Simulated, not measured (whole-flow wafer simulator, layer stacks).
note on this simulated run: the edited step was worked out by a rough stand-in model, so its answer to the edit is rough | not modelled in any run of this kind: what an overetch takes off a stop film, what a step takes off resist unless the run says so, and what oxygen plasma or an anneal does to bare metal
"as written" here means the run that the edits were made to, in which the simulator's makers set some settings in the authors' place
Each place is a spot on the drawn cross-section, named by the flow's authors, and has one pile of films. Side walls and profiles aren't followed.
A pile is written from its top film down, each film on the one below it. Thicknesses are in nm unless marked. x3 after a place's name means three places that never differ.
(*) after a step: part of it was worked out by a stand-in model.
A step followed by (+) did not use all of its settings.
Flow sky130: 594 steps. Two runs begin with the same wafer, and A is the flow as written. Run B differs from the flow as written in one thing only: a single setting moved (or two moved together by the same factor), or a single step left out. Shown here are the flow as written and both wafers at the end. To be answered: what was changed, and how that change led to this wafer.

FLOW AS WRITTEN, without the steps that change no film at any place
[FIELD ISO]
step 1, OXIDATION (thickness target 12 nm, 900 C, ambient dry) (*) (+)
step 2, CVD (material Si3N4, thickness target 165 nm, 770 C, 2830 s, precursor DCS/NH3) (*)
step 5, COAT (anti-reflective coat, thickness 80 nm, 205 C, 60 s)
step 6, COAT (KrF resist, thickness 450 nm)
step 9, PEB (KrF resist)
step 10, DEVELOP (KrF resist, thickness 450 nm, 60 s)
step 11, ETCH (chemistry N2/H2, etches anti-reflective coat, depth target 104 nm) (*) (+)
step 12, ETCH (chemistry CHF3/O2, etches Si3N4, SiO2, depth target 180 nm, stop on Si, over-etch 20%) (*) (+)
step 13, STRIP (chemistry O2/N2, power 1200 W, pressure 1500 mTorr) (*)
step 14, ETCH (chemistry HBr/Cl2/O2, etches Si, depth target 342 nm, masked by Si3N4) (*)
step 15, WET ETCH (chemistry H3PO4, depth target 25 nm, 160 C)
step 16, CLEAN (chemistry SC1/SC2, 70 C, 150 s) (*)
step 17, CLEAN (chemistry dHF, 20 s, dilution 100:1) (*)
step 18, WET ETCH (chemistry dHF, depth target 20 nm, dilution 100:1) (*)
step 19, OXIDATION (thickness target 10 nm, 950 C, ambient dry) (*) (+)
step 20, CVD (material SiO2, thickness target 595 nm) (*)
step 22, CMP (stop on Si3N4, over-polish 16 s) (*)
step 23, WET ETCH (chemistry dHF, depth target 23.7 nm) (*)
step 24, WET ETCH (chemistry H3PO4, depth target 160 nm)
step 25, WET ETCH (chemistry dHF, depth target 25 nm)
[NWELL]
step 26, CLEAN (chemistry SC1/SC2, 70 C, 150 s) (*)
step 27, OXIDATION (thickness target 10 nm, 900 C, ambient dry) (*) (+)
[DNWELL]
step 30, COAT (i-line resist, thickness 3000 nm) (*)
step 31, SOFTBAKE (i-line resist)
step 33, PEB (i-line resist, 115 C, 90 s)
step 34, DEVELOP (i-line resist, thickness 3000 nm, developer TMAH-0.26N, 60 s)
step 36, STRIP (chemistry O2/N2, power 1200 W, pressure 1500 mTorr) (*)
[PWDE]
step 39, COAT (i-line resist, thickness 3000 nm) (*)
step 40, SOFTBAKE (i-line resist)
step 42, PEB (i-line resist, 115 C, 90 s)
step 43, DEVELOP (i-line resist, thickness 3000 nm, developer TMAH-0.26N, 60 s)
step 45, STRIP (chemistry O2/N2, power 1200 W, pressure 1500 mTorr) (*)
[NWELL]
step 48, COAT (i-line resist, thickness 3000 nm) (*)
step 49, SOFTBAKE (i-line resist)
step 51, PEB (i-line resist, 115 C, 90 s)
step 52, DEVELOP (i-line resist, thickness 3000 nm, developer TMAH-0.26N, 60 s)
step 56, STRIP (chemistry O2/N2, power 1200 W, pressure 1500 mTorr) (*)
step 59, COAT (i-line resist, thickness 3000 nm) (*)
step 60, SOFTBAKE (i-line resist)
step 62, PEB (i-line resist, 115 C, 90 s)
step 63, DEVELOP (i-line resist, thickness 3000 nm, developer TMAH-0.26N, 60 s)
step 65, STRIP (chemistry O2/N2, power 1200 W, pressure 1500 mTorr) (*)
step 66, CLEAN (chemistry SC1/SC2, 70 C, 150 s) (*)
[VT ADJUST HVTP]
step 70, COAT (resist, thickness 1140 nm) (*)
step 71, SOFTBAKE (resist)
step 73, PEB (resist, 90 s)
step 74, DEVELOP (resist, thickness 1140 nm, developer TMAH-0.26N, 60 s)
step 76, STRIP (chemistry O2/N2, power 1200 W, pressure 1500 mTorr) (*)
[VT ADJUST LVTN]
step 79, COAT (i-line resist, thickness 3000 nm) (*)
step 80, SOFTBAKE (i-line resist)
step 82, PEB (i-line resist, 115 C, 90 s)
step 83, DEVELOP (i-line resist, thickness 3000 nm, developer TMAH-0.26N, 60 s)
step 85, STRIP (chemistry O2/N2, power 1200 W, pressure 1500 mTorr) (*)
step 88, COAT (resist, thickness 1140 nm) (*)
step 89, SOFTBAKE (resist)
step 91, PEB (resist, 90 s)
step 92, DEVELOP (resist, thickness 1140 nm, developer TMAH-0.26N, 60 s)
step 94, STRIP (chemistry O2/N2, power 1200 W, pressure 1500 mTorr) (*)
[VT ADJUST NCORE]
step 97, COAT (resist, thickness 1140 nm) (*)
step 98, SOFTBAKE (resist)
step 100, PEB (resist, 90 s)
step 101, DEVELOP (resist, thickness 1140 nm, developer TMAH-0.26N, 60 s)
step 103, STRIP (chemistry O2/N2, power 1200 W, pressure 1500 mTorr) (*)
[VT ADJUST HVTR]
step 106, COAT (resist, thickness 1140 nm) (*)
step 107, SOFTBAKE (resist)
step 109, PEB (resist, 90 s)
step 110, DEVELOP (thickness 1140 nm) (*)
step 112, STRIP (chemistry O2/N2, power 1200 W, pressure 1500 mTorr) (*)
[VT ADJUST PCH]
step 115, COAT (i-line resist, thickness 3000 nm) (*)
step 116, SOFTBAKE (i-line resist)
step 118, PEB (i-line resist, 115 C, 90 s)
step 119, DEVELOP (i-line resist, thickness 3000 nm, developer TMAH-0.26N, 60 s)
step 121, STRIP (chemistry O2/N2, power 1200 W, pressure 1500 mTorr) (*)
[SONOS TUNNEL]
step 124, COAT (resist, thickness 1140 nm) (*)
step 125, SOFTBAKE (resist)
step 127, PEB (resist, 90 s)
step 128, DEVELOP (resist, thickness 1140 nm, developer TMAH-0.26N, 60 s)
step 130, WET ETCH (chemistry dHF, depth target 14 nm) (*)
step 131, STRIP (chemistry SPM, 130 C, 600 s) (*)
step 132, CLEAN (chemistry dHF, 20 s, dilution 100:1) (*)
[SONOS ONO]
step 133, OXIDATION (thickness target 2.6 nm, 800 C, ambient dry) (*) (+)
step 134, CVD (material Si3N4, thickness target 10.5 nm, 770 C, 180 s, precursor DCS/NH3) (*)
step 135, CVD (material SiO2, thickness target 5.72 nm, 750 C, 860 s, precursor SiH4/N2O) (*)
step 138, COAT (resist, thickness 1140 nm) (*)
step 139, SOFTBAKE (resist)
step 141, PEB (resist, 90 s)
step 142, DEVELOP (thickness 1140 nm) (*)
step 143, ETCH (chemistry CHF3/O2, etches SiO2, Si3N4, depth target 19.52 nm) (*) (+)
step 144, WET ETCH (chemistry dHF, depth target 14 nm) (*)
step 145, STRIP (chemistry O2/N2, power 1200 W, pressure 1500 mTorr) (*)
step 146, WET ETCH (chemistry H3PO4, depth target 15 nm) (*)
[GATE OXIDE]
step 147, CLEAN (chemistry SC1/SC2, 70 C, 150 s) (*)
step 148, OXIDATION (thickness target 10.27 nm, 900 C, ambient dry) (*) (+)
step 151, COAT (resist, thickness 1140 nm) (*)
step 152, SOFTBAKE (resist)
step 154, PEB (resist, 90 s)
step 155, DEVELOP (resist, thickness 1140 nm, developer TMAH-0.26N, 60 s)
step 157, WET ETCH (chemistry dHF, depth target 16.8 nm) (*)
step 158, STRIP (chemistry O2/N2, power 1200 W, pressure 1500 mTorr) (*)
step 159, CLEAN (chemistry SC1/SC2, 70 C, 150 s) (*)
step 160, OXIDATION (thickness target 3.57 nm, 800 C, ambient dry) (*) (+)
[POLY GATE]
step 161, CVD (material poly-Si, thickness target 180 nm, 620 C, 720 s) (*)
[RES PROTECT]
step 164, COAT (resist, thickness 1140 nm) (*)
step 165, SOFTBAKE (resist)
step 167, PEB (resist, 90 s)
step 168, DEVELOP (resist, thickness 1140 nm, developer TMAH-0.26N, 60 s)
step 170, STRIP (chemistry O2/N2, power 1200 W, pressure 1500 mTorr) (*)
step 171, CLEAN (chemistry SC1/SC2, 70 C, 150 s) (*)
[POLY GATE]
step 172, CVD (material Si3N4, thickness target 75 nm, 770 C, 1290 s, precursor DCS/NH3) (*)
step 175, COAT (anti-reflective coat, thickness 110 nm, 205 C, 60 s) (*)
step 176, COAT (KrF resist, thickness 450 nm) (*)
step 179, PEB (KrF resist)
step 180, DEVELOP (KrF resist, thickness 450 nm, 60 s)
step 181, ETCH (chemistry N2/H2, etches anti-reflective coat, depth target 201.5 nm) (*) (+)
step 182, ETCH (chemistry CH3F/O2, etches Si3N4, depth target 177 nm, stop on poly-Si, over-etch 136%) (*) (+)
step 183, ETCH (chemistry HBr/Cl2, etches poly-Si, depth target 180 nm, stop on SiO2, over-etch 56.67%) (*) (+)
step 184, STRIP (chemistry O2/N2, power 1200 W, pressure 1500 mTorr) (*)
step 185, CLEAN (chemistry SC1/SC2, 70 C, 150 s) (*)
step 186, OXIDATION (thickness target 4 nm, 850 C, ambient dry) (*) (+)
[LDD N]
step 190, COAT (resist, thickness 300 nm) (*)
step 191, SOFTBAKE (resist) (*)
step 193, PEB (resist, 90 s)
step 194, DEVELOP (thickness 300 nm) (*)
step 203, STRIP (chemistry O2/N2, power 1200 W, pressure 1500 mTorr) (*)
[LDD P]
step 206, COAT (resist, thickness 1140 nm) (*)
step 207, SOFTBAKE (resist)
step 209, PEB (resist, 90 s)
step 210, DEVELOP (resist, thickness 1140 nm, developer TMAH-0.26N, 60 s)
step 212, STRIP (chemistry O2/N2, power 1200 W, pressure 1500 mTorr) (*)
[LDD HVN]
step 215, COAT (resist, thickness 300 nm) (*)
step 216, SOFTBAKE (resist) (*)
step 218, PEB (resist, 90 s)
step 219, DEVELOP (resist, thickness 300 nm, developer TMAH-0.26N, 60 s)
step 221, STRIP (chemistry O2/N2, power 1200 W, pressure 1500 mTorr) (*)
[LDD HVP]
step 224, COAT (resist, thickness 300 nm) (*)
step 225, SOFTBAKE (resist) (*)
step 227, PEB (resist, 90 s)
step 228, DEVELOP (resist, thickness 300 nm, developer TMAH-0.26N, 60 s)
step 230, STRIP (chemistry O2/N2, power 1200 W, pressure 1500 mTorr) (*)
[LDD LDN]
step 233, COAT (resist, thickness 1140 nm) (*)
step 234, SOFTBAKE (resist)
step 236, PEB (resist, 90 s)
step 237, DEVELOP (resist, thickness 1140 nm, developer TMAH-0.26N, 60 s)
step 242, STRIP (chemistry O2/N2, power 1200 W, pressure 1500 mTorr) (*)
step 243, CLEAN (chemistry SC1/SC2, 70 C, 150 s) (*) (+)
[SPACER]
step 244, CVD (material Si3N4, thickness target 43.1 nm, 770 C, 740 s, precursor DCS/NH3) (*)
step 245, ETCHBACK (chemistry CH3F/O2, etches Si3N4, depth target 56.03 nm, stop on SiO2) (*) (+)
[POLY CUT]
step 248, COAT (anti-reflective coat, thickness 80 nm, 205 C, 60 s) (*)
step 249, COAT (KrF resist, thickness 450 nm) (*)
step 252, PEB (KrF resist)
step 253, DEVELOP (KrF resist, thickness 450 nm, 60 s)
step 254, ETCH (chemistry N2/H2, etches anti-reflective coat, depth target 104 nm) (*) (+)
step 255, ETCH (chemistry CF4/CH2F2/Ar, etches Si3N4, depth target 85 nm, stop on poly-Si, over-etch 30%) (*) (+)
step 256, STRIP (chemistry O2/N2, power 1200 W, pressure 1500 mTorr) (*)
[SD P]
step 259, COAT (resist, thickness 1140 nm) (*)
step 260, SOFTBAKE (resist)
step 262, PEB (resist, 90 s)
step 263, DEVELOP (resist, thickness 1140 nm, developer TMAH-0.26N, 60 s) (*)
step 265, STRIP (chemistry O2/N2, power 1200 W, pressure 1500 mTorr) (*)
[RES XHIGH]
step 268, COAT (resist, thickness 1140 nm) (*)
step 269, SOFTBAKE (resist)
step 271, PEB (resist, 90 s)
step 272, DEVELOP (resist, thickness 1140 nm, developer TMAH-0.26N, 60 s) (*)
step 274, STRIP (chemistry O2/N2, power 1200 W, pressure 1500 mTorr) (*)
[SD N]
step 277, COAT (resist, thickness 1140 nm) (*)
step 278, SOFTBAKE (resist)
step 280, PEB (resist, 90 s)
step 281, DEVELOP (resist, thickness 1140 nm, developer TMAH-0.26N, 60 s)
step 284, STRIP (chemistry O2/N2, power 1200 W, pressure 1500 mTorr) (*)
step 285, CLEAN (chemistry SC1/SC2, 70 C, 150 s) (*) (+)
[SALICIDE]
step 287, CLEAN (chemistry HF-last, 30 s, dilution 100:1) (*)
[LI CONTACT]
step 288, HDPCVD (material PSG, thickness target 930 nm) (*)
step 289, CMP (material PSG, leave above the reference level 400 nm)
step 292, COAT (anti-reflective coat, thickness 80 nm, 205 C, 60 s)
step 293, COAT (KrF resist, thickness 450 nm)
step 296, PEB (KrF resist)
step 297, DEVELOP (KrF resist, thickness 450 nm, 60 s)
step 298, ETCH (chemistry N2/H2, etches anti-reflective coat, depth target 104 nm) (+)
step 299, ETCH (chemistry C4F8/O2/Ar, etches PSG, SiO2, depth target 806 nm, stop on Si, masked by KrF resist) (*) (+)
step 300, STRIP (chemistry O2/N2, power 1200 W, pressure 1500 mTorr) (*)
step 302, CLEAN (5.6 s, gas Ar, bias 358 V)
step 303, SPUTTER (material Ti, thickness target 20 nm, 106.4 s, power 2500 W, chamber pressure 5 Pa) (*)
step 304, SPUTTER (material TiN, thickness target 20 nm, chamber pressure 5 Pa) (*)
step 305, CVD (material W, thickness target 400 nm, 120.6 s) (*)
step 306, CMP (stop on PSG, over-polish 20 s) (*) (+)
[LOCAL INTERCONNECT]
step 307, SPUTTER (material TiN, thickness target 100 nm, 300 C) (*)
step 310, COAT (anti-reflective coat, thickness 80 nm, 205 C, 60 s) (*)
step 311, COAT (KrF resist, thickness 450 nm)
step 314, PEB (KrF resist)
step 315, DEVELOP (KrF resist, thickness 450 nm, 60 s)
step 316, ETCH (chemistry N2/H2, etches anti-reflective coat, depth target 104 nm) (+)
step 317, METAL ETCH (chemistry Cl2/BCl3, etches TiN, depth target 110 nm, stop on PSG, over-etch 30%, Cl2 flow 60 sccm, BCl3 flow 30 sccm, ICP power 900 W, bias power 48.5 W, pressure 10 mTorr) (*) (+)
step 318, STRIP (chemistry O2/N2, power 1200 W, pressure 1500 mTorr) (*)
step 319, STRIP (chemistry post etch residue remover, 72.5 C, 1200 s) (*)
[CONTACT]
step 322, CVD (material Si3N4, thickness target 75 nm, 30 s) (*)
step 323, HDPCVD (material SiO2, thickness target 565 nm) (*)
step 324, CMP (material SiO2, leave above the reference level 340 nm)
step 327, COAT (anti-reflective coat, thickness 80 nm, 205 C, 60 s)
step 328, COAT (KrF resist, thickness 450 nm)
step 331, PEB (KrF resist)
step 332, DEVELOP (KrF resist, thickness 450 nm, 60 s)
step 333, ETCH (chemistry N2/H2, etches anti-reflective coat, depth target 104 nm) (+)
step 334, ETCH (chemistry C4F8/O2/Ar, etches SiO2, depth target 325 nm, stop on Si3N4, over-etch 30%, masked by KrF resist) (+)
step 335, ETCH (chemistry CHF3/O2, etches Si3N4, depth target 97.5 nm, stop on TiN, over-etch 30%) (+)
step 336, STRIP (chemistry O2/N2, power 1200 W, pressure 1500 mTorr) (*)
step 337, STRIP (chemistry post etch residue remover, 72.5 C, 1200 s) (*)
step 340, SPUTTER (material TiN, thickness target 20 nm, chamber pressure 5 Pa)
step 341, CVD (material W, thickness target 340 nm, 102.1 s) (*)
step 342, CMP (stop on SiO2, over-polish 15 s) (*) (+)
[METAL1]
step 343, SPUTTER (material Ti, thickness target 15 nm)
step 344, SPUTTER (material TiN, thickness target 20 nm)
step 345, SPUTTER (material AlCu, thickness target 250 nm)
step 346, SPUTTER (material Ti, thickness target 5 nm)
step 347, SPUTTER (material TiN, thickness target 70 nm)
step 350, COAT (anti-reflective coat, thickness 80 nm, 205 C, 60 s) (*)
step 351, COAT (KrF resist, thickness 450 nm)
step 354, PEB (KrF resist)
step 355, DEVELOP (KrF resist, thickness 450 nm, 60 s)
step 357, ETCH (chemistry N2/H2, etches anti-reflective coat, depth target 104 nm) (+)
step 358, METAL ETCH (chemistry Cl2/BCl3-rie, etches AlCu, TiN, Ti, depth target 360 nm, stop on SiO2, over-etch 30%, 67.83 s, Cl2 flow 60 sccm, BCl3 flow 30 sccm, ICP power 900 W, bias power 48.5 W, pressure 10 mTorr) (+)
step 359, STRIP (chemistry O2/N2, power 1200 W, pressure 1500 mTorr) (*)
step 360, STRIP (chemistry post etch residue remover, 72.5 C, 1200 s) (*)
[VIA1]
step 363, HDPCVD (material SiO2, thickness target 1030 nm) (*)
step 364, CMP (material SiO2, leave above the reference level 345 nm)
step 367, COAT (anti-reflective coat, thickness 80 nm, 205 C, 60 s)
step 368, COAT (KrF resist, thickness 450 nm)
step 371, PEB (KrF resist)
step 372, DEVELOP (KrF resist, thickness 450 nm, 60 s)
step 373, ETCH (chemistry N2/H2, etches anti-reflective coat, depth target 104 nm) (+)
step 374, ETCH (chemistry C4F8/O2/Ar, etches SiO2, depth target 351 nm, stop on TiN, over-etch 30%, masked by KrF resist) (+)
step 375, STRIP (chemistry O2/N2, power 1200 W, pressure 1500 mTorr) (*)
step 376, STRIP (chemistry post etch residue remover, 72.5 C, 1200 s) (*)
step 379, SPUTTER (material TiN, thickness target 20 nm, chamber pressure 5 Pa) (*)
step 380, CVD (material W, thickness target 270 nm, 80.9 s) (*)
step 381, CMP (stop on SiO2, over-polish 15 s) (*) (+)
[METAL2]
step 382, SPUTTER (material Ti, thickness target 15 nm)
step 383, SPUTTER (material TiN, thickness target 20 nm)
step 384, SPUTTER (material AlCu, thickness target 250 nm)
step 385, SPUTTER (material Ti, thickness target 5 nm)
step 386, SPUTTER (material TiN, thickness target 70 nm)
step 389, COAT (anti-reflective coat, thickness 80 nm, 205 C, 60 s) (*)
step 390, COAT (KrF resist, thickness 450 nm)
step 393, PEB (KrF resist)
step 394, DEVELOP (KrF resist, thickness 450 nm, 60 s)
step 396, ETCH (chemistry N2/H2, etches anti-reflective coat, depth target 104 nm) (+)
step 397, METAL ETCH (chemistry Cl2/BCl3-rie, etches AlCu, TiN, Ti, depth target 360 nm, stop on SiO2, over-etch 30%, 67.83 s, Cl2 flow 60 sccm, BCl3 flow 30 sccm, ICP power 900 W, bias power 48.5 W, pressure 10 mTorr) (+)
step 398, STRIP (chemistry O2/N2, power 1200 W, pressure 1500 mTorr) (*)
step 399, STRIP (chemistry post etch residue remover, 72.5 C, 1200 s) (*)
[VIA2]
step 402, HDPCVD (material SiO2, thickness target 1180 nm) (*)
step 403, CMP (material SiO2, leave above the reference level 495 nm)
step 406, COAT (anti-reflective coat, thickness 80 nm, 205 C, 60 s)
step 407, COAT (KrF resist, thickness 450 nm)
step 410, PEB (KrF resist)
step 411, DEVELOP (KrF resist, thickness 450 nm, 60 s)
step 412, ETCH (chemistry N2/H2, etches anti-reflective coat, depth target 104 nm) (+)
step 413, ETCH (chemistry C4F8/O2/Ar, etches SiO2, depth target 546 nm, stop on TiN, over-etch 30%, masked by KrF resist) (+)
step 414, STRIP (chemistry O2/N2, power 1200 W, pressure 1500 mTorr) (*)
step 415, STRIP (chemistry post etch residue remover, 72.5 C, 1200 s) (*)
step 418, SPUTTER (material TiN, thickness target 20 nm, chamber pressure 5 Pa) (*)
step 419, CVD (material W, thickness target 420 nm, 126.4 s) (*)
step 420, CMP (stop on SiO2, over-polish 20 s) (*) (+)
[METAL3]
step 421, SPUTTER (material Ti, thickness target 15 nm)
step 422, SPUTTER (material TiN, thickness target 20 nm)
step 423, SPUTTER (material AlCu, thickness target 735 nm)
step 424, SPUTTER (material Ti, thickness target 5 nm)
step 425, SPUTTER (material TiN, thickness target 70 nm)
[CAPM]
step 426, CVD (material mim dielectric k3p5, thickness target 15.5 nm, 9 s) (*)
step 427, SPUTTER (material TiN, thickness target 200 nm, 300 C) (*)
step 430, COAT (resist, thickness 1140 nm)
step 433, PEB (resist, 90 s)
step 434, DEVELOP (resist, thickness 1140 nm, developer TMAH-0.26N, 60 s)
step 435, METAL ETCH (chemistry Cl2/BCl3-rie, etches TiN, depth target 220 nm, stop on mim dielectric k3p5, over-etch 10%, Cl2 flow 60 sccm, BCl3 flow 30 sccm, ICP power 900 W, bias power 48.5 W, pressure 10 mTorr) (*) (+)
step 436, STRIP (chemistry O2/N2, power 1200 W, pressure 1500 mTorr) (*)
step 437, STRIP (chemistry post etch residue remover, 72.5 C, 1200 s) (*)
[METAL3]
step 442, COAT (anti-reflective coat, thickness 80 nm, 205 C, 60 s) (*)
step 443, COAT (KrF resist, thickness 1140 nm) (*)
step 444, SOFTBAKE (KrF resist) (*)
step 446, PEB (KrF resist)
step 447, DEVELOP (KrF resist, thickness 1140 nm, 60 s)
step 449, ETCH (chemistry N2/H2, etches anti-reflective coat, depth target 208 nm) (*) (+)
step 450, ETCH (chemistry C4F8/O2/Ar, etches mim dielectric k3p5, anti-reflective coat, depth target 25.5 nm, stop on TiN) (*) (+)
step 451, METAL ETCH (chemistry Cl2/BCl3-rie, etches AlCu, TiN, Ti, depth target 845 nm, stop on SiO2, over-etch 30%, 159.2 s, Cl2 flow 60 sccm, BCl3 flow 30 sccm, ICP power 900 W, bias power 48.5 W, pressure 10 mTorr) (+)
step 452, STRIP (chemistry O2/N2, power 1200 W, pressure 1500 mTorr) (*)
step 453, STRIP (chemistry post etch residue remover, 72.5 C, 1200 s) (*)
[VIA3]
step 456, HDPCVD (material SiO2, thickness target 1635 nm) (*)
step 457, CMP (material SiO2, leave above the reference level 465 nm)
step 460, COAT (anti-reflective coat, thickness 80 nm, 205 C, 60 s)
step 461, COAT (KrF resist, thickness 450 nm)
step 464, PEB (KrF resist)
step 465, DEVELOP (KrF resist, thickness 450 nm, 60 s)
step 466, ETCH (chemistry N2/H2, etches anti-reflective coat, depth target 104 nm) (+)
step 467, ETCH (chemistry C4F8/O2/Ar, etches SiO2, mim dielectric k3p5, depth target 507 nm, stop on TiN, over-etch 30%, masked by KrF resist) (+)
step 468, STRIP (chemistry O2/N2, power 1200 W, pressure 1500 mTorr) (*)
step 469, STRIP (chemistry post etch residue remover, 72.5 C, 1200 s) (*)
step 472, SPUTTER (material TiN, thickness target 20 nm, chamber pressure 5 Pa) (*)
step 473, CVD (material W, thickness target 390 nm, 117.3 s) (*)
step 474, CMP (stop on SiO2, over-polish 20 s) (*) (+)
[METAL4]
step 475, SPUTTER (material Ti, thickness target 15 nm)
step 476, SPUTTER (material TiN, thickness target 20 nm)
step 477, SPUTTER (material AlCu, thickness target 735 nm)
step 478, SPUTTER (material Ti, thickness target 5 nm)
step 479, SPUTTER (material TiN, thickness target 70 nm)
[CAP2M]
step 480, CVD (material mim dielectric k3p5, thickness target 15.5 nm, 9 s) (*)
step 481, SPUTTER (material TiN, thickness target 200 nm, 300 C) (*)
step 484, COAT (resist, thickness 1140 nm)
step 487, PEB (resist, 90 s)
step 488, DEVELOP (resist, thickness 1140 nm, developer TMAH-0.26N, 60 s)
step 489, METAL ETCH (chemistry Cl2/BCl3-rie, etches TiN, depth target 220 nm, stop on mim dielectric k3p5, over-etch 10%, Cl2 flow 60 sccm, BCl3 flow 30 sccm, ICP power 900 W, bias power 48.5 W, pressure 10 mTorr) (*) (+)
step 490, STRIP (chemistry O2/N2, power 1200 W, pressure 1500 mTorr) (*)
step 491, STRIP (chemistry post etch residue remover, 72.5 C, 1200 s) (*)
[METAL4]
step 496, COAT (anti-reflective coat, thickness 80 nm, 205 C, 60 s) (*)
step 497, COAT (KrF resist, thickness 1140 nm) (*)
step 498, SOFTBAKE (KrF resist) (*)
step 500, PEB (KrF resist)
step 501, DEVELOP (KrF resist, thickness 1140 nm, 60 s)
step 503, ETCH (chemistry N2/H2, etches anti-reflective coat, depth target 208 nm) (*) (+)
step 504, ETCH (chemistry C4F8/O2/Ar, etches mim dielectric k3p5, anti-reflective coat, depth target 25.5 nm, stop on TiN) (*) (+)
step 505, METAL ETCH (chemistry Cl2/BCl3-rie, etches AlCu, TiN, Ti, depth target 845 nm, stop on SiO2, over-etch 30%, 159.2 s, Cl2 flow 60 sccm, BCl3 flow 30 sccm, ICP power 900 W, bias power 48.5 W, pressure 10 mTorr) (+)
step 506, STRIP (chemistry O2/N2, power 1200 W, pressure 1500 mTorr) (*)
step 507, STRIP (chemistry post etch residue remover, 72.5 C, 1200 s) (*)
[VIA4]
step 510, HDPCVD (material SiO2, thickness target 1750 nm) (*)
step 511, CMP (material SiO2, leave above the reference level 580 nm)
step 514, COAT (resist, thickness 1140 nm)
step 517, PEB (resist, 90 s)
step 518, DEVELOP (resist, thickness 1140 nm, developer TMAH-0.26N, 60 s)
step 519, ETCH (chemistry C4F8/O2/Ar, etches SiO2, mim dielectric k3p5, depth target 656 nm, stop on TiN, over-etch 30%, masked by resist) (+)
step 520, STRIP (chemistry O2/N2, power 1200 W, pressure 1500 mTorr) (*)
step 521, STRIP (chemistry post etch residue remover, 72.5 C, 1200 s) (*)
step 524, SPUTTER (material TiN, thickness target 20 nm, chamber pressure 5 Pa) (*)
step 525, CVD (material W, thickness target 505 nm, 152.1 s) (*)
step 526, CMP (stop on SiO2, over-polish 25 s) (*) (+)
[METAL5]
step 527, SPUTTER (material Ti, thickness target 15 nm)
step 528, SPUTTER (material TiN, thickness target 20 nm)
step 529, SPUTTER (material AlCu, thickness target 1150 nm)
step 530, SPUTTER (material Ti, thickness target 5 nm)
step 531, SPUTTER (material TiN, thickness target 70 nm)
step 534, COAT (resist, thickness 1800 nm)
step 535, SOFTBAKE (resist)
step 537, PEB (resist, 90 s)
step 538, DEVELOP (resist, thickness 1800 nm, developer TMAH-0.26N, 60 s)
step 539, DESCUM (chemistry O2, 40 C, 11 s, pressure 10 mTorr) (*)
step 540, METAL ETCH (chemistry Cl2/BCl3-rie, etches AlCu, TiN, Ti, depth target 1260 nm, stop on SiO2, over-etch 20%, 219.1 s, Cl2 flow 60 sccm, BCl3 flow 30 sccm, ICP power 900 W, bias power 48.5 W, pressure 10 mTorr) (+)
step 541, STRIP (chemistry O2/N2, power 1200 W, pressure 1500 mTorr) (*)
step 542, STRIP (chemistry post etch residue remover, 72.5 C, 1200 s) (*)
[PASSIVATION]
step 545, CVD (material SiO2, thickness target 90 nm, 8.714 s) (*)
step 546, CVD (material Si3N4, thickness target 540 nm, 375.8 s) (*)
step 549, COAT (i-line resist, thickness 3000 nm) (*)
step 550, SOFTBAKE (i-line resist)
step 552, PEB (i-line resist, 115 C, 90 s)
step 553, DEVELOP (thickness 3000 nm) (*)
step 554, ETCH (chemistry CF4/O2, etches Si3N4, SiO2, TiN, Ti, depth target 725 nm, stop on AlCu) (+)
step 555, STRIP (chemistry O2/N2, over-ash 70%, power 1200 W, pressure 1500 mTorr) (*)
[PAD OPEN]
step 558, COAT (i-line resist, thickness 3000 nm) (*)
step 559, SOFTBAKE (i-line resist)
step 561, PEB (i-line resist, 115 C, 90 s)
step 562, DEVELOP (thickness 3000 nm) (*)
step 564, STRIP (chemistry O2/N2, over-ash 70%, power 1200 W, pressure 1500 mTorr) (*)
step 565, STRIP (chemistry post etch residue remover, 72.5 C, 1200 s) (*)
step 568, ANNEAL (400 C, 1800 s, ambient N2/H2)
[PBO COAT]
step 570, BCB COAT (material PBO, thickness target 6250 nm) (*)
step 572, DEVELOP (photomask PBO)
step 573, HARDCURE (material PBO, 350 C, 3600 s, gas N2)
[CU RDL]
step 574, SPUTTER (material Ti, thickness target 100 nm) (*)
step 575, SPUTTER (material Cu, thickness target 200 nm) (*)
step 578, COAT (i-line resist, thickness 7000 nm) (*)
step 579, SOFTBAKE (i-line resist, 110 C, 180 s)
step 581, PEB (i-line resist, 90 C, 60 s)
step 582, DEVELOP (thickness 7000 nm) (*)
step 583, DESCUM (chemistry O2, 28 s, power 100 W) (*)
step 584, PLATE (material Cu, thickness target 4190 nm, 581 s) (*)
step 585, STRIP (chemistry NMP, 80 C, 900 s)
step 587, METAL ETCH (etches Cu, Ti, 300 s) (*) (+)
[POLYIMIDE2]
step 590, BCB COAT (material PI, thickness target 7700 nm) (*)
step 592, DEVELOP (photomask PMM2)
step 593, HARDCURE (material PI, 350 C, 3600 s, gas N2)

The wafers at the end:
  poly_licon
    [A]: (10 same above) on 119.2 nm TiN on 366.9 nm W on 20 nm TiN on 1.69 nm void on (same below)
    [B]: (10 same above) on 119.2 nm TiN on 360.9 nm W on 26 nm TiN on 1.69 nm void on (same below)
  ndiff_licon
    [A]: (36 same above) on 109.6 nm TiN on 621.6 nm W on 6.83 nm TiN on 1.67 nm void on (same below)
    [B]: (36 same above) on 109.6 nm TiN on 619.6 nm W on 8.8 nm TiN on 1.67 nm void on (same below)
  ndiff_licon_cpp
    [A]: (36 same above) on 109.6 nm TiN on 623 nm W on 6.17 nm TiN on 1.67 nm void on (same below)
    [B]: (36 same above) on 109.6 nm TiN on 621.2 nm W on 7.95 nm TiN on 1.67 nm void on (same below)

The reason: step 304, SPUTTER: thickness target 26 nm was run, though the flow has thickness target 20 nm.
The wafer lets one read it off: poly_licon has TiN 26, and step 304 as written asks for 20 nm.

Step by step, how the change led to this:
  step 304, SPUTTER (material TiN, thickness target 20 nm, chamber pressure 5 Pa) (*)
      field, active, n_well and 185 more: A +20 TiN (new film) | B +26 TiN (new film)
      ndiff_licon: A +6.83 TiN (new film) | B +8.8 TiN (new film)
      (also at 2 further places)
  step 306, CMP (stop on PSG, over-polish 20 s) (*) (+)
      field, active, n_well and 184 more: A -400 W (all of it), -20 TiN (all of it), -20 Ti (all of it), -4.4 PSG | B -400 W (all of it), -26 TiN (all of it), -20 Ti (all of it), -4.4 PSG
      poly_licon: A -33.1 W | B -39.1 W
